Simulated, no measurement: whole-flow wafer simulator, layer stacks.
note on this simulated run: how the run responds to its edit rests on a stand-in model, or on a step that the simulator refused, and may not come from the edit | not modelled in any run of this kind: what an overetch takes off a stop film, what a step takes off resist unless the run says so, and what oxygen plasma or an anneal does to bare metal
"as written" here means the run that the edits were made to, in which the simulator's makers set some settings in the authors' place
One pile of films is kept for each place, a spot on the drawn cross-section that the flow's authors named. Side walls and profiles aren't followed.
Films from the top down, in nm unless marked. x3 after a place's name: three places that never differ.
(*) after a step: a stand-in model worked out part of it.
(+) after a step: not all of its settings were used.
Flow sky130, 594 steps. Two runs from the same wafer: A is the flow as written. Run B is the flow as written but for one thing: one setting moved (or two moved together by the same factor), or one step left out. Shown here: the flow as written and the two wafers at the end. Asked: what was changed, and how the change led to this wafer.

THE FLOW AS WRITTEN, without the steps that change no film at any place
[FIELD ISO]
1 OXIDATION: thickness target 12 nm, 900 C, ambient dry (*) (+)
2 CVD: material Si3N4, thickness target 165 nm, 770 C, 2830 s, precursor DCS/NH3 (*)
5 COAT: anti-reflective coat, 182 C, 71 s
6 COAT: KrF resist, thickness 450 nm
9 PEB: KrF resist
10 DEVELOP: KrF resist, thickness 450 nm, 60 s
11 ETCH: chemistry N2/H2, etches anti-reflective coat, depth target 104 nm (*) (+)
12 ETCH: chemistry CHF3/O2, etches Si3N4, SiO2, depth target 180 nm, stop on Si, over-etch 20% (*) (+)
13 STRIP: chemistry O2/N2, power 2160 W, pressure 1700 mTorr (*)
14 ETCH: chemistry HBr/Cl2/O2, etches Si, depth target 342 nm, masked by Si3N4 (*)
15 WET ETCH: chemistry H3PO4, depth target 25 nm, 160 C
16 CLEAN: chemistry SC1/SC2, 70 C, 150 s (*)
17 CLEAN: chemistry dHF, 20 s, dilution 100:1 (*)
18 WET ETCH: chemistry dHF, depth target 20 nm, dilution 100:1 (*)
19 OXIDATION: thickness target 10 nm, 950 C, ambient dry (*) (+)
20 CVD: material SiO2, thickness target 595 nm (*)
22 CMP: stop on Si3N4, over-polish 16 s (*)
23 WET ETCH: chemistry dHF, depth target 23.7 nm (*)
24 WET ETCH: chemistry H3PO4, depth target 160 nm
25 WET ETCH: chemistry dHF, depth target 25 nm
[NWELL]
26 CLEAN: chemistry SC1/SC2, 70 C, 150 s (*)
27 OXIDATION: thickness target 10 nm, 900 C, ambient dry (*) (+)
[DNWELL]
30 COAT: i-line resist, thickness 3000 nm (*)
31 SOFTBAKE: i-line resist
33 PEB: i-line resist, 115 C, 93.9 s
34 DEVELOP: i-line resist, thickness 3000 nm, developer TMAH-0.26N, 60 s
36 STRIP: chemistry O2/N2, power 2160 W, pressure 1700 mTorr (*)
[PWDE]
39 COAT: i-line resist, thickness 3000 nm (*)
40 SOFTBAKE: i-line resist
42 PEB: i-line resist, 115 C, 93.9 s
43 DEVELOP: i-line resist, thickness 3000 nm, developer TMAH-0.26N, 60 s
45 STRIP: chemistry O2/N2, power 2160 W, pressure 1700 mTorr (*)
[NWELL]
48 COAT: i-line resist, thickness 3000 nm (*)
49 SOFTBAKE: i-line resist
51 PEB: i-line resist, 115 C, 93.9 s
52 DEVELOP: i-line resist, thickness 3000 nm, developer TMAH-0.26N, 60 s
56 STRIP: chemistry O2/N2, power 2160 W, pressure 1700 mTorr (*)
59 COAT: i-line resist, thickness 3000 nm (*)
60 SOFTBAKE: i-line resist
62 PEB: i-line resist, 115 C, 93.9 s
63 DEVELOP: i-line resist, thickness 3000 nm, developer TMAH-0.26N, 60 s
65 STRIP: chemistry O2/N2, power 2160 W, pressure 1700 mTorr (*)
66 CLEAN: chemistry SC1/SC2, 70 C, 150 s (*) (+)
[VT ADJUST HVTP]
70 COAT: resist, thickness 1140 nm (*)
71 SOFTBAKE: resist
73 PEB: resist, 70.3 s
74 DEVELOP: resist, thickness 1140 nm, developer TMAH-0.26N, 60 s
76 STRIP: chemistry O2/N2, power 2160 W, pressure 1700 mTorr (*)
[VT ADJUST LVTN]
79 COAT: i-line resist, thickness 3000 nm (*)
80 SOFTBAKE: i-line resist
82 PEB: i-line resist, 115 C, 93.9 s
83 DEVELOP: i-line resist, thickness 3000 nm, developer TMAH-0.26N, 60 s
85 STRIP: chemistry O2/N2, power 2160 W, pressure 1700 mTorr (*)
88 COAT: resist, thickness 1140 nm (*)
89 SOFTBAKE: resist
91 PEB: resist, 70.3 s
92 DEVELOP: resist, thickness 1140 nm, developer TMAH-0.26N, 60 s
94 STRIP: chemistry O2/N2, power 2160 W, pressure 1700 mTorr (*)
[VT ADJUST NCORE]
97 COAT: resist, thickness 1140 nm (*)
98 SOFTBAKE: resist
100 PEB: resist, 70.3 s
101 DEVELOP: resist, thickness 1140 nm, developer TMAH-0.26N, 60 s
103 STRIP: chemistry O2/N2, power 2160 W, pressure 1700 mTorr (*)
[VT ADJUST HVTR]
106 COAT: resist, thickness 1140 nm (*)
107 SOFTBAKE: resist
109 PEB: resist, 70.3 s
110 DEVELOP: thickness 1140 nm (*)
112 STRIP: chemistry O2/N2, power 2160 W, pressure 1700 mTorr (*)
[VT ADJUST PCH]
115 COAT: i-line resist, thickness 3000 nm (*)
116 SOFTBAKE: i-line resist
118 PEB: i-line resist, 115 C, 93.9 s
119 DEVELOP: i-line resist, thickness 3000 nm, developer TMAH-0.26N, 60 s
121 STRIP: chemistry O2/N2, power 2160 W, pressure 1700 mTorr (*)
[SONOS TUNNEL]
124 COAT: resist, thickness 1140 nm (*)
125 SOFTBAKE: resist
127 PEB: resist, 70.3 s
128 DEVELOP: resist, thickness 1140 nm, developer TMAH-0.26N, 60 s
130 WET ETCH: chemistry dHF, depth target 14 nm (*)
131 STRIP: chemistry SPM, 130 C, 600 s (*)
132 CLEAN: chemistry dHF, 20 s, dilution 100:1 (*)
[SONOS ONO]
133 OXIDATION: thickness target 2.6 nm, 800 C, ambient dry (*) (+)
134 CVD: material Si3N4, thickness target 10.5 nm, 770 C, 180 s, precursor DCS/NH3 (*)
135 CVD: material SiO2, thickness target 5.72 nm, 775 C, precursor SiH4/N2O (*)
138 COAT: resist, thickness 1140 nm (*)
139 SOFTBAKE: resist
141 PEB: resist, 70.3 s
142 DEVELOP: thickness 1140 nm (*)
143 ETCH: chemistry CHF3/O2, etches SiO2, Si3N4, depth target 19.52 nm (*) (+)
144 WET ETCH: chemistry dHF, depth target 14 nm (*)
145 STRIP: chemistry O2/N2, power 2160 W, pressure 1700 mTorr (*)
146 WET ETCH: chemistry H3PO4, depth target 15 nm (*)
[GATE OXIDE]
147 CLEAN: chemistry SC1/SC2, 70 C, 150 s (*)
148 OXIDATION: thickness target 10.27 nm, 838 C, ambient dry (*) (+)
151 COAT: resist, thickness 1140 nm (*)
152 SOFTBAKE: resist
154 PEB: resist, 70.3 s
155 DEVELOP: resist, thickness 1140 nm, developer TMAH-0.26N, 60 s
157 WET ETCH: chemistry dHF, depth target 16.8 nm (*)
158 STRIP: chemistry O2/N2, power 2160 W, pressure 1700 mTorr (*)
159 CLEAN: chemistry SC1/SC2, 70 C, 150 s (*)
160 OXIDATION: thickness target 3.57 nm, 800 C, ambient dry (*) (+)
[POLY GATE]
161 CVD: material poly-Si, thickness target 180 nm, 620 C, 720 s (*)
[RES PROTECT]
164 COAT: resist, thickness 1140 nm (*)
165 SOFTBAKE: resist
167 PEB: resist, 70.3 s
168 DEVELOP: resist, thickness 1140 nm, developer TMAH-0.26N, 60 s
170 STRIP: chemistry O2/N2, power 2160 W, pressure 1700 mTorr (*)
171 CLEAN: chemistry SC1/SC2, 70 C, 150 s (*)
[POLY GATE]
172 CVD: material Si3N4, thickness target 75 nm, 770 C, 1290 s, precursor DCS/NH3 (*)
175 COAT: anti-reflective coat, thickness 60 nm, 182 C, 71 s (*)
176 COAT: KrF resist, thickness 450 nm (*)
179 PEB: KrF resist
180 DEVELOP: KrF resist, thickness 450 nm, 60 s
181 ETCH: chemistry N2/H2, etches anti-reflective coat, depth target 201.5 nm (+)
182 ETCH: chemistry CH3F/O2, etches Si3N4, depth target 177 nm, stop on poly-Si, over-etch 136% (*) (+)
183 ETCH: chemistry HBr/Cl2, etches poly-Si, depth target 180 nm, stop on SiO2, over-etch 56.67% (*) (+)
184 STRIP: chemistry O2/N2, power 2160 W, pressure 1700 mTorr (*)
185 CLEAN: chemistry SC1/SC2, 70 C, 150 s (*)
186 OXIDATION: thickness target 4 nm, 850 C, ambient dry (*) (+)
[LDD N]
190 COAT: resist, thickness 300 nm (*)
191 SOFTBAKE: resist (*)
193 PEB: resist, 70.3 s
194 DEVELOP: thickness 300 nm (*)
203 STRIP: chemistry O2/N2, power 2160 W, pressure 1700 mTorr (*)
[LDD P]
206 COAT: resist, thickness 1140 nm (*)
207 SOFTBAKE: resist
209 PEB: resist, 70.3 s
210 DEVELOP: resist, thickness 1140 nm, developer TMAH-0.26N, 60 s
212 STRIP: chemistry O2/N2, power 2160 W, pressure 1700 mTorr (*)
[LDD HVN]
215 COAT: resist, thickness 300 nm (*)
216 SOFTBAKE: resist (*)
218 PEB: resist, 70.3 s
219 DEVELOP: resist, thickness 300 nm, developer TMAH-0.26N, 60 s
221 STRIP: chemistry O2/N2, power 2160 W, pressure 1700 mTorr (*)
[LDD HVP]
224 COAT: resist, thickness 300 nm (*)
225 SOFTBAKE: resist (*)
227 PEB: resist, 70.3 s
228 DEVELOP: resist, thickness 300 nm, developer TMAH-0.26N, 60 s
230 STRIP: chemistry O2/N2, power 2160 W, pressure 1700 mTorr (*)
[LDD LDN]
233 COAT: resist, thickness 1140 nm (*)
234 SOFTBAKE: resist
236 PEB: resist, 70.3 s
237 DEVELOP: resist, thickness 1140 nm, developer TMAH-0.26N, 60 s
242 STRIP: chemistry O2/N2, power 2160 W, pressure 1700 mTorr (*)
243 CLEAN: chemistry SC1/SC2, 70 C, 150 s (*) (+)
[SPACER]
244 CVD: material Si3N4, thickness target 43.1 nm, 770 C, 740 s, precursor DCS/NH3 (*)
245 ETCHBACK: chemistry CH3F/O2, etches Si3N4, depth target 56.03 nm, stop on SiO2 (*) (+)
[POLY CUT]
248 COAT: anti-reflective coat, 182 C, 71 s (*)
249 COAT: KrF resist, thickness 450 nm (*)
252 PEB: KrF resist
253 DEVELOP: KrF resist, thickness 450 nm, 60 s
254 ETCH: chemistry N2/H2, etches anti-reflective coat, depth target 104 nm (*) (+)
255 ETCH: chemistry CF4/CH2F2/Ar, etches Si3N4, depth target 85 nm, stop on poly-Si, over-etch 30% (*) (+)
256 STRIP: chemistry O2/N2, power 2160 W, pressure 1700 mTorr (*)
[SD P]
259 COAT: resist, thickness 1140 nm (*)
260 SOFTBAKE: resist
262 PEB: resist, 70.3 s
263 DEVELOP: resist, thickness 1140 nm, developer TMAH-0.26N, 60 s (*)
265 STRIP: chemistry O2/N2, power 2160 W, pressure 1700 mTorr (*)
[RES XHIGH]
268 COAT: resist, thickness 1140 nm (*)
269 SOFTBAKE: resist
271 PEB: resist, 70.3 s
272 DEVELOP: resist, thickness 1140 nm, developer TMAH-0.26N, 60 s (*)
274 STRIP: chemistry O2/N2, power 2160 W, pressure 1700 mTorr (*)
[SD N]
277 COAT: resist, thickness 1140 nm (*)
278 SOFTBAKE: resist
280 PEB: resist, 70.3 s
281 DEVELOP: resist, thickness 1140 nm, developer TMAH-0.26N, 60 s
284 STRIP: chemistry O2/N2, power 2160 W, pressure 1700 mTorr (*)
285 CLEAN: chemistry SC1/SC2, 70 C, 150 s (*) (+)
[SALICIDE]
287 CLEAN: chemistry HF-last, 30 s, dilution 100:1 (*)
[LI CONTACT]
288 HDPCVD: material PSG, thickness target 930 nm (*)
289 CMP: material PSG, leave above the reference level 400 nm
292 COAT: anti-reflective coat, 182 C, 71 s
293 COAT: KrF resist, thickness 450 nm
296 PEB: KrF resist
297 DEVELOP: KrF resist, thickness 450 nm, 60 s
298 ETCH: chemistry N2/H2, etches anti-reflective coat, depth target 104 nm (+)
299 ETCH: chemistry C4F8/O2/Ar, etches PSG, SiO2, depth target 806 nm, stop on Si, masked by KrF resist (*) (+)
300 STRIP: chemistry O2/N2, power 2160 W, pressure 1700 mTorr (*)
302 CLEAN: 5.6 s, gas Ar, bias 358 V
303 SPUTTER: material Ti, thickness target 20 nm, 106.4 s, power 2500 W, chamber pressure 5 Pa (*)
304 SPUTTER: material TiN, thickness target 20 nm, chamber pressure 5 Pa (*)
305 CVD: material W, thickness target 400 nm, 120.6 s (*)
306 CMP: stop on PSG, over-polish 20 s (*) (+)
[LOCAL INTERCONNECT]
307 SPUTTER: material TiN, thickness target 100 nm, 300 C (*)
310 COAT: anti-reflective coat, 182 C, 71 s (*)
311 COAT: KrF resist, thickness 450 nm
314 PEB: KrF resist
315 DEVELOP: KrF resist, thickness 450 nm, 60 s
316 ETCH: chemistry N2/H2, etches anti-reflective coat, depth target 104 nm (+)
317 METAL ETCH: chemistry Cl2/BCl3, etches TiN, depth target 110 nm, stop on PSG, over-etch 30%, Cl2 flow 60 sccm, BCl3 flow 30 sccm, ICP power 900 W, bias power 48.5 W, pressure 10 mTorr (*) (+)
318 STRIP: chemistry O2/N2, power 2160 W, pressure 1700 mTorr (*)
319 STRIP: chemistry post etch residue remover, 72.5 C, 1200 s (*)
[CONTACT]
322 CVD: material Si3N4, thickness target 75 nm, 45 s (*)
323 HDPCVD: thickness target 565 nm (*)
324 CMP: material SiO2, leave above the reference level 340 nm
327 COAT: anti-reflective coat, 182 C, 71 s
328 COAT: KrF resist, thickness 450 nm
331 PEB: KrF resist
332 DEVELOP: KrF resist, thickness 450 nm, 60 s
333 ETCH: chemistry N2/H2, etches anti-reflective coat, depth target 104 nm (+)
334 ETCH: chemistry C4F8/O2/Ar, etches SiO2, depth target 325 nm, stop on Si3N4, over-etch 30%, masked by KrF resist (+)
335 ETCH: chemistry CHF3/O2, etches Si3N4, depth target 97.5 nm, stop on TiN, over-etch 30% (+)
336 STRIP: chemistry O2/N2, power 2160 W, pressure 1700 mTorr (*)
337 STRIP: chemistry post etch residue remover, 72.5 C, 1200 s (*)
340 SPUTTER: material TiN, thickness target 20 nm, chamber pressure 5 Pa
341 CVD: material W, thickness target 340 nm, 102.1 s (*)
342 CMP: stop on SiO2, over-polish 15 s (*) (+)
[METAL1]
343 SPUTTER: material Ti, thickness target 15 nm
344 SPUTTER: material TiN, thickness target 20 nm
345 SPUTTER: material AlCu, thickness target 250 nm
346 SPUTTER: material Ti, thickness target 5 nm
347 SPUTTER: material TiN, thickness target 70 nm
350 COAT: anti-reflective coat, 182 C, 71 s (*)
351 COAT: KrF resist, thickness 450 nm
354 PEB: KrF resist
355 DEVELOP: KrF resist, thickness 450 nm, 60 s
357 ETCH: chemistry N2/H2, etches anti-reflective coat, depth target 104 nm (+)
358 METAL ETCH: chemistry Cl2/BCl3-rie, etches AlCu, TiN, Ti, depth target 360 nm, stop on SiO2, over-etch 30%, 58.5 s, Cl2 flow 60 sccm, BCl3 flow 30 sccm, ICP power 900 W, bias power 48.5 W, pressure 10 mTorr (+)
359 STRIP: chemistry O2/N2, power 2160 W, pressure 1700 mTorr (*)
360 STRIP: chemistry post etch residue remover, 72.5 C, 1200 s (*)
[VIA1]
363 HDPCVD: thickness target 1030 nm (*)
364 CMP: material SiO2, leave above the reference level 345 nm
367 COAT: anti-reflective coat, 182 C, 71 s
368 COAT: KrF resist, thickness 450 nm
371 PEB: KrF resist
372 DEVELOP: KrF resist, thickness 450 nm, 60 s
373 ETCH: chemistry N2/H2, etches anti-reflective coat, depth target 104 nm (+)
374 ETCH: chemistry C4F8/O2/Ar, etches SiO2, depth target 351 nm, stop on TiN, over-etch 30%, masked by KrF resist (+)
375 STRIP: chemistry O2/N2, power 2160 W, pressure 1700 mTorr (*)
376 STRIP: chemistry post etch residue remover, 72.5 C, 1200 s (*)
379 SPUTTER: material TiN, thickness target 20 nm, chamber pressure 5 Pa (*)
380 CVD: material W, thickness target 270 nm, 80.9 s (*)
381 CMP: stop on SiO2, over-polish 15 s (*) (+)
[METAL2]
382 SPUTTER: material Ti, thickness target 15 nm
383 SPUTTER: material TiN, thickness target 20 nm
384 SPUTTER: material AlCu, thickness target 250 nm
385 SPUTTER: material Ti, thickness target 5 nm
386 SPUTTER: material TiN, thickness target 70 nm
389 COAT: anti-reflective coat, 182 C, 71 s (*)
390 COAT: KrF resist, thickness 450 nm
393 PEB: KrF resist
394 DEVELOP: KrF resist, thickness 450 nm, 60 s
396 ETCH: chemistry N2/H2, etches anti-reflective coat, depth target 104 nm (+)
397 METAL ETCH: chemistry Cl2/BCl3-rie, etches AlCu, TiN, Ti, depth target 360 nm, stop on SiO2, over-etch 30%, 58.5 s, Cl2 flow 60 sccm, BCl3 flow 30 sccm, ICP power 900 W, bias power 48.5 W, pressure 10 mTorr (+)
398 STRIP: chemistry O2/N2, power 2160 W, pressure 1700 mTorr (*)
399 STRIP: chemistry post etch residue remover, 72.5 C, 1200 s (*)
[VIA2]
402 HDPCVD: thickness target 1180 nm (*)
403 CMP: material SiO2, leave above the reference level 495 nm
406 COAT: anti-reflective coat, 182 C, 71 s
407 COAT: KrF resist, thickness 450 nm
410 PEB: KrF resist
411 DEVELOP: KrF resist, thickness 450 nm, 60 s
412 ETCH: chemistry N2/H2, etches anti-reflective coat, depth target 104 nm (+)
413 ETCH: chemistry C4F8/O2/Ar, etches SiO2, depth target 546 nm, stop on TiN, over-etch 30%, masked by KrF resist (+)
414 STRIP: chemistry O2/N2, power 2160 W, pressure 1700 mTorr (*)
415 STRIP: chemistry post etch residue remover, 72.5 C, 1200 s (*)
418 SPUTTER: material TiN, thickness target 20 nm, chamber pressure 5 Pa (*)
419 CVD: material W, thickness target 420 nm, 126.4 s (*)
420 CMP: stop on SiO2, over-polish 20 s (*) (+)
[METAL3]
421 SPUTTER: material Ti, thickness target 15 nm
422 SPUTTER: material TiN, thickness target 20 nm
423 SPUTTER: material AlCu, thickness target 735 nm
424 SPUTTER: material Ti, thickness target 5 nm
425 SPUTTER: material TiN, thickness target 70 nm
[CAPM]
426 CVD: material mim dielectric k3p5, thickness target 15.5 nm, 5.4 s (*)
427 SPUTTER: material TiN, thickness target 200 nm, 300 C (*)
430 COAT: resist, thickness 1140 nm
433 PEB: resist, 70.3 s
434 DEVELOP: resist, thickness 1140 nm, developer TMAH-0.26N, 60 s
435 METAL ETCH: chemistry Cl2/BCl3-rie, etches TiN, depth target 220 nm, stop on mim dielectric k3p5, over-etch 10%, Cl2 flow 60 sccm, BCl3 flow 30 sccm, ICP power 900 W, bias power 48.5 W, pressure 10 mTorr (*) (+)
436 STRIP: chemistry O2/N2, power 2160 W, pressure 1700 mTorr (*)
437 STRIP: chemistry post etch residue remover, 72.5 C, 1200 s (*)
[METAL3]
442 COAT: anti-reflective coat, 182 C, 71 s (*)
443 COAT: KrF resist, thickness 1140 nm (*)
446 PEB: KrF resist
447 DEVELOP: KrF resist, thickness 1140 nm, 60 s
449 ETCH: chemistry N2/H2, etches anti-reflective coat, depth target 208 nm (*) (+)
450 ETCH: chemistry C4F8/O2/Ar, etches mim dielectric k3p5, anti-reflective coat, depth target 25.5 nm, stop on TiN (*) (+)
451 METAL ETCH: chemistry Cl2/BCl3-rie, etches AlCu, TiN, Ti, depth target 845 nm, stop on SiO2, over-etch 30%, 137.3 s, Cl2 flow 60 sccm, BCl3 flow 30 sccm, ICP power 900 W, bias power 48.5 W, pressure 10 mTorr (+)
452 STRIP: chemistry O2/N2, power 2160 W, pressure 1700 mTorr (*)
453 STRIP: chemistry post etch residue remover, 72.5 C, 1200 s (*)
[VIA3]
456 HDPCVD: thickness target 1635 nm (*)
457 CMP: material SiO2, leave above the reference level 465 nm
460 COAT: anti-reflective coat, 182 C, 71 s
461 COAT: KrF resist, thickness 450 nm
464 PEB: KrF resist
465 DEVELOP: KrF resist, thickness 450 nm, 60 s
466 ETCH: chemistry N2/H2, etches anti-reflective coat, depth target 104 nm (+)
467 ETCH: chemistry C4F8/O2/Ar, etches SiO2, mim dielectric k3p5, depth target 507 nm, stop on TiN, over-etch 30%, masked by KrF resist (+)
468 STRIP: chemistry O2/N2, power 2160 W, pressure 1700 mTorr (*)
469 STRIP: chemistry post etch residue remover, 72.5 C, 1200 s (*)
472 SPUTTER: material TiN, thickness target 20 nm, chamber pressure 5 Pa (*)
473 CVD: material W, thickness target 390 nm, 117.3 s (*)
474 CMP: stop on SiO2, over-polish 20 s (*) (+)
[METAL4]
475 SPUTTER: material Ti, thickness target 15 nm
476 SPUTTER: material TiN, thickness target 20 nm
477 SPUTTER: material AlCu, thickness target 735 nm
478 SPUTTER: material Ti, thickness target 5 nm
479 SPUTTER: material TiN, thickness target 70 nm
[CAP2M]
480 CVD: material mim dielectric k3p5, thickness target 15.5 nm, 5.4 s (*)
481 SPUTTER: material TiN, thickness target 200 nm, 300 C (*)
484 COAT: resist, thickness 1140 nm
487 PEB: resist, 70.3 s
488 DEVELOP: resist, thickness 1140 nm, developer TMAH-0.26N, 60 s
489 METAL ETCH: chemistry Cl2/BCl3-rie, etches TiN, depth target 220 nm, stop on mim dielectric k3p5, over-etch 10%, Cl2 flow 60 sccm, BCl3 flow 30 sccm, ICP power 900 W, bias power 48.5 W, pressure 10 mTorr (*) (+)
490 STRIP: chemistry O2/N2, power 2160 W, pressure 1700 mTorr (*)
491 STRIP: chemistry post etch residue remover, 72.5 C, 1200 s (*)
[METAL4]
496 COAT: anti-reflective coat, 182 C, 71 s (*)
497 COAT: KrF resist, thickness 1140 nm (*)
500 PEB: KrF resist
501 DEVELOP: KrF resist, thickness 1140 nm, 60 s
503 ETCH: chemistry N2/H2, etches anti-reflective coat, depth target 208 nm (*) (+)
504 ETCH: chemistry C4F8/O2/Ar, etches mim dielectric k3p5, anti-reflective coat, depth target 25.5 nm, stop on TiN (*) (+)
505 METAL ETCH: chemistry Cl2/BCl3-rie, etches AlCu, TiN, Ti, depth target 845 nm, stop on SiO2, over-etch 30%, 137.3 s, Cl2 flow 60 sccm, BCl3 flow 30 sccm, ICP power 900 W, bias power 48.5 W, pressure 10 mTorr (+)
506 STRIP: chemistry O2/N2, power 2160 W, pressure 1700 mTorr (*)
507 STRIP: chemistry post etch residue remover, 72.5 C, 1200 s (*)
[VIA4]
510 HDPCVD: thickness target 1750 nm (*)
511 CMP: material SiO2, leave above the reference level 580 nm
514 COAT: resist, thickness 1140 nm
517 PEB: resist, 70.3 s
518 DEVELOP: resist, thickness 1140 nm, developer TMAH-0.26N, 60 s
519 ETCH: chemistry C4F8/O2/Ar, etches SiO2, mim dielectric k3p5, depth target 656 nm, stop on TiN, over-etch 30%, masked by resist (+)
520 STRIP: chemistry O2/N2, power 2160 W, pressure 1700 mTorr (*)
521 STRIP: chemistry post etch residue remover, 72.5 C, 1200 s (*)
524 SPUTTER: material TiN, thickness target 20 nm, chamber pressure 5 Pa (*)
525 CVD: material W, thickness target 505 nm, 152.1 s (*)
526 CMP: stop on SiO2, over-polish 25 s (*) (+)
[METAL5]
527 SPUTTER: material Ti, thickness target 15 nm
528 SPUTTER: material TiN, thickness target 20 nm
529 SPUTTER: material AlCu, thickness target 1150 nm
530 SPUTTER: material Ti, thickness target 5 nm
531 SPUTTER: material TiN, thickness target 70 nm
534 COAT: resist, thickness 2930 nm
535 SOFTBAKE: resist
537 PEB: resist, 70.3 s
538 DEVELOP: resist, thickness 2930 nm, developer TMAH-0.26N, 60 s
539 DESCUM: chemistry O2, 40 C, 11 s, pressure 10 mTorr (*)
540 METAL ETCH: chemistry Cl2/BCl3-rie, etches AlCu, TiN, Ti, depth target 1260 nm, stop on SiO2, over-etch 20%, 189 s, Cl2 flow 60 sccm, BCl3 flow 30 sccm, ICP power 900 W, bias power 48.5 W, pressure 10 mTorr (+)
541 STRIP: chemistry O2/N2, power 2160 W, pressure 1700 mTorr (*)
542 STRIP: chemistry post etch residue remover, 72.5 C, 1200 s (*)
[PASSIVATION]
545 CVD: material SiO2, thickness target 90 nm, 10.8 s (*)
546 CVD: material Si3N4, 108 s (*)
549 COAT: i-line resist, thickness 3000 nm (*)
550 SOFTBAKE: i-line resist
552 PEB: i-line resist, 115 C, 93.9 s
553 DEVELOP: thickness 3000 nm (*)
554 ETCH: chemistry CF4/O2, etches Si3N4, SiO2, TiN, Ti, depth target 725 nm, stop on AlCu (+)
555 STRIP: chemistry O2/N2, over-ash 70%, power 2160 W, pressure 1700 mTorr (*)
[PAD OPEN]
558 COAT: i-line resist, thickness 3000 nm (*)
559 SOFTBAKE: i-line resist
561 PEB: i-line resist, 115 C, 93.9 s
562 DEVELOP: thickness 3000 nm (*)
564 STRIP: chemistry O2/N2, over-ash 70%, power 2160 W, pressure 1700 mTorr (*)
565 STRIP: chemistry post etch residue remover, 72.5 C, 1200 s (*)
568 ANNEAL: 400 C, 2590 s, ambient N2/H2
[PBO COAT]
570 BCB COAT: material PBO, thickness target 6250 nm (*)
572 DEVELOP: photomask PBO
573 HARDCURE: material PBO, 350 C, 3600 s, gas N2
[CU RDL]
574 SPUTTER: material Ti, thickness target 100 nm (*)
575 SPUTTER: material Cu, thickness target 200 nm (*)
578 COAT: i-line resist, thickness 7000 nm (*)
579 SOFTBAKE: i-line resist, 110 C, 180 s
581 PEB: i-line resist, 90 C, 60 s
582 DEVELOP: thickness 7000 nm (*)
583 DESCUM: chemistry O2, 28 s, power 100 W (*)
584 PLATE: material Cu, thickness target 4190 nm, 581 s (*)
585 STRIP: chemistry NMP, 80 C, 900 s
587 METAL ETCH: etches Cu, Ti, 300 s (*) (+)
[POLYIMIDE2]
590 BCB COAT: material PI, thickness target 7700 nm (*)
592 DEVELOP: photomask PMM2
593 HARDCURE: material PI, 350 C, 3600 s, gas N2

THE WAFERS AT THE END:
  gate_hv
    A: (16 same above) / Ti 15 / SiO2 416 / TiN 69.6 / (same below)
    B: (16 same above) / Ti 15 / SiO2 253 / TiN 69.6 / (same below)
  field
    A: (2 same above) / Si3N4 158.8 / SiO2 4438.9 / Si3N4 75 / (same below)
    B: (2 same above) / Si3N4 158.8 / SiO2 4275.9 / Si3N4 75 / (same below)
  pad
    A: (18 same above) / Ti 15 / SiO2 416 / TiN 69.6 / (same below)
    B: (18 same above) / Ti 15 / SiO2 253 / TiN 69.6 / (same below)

The cause: step 403, CMP: leave above the reference level 332 nm was run, where the flow has leave above the reference level 495 nm.

How the change led to this, step by step:
  403 CMP: material SiO2, leave above the reference level 495 nm
      n_well, p_well, gate_hv and 101 more: A SiO2 -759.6 | B SiO2 -922.6
      field, active, gate and 82 more: A SiO2 -389.1 | B SiO2 -552.1
      (and at 2 more places)
  413 ETCH: chemistry C4F8/O2/Ar, etches SiO2, depth target 546 nm, stop on TiN, over-etch 30%, masked by KrF resist (+)
      field, active, n_well and 186 more: A KrF resist -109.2 | B KrF resist -66.9
      m1: A SiO2 -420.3 (all of it) | B SiO2 -257.3 (all of it)
      (and at 1 more place)
  414 STRIP: chemistry O2/N2, power 2160 W, pressure 1700 mTorr (*)
      field, active, n_well and 186 more: A KrF resist -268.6 (all of it), anti-reflective coat -80 (all of it) | B KrF resist -310.9 (all of it), anti-reflective coat -80 (all of it)
  418 SPUTTER: material TiN, thickness target 20 nm, chamber pressure 5 Pa (*)
      m1, via2_hole: A TiN +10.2 | B TiN +12.5
  419 CVD: material W, thickness target 420 nm, 126.4 s (*)
      m1: A W +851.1 (new film) | B W +685.8 (new film)
      via2_hole: A W +850.7 (new film) | B W +685.3 (new film)
